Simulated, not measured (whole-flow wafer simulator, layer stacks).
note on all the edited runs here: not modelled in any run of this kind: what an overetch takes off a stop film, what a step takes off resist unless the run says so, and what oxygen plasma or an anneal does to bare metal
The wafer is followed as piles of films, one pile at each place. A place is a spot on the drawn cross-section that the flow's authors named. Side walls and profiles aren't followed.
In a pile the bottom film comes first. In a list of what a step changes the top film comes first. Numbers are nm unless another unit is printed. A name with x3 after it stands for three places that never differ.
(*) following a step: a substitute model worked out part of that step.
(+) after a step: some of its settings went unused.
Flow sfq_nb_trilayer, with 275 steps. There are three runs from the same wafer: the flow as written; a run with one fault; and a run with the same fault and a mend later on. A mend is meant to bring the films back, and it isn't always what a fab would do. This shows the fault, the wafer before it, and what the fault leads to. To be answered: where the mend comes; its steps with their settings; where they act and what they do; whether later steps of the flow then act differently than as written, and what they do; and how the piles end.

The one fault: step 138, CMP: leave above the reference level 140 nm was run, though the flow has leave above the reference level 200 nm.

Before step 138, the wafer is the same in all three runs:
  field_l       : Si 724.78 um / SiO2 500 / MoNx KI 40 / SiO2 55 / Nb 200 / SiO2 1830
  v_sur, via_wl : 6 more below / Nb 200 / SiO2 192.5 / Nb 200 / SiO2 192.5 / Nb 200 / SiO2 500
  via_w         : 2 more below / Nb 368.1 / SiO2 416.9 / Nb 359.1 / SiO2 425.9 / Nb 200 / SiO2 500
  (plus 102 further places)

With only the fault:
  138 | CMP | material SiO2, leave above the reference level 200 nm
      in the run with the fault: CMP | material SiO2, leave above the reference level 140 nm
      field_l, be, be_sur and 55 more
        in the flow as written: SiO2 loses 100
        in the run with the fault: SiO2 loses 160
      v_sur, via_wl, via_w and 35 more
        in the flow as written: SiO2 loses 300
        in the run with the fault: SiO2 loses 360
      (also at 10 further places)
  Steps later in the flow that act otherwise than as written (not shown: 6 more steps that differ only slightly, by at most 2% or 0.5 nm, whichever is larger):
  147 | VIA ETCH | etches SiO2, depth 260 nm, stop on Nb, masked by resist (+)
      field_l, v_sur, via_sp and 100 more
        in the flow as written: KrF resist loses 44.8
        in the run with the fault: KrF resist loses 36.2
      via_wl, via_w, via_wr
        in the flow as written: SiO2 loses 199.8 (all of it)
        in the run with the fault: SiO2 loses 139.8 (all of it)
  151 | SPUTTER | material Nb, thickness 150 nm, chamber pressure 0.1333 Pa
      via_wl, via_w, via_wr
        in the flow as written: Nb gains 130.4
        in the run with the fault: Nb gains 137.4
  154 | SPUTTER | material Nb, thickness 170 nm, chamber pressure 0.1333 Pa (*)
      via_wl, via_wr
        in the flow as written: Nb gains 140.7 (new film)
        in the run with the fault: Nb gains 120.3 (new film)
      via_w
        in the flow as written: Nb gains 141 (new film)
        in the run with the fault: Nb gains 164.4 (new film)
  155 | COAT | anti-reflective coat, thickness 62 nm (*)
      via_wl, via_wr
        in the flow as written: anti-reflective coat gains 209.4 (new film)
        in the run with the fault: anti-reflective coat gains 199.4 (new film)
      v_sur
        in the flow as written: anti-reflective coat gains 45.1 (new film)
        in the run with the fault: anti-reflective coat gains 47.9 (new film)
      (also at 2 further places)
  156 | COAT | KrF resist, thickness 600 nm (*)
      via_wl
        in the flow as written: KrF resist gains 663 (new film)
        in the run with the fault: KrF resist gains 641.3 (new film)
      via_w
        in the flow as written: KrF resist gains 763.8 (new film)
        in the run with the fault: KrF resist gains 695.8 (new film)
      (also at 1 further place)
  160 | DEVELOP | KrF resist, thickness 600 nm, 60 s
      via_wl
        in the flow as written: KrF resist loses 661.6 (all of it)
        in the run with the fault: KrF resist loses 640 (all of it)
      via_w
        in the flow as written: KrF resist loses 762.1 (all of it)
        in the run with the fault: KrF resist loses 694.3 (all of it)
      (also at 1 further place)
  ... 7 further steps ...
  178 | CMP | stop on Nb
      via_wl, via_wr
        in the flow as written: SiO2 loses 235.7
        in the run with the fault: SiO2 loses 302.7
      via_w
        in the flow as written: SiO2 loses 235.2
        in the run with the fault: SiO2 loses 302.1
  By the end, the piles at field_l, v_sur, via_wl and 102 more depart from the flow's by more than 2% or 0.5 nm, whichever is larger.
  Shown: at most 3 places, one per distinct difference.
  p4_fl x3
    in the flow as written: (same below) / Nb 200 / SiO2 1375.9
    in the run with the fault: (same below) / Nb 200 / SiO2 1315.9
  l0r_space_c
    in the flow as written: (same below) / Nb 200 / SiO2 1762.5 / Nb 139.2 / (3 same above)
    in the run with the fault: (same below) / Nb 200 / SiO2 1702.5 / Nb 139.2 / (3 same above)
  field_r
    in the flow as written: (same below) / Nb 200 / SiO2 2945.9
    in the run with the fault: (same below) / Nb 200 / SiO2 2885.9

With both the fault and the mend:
  The mend follows step 139.
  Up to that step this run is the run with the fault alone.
  139a | PECVD | material SiO2, thickness 60 nm, 150 C, 13.33 s, RF power 183.3 W, pressure 2.4 Torr, precursor SiH4/N2O (a further turn of the flow's step 137, with different settings)
      field_l, v_sur, via_wl and 103 more
        SiO2 gains 60
  Every later step of the flow that is run acts as written, at every place that is followed, to within 2% or 0.5 nm, whichever is larger.
  The piles end only slightly different from the flow's at the places that both follow, by no more than 2% or 0.5 nm, whichever is larger.
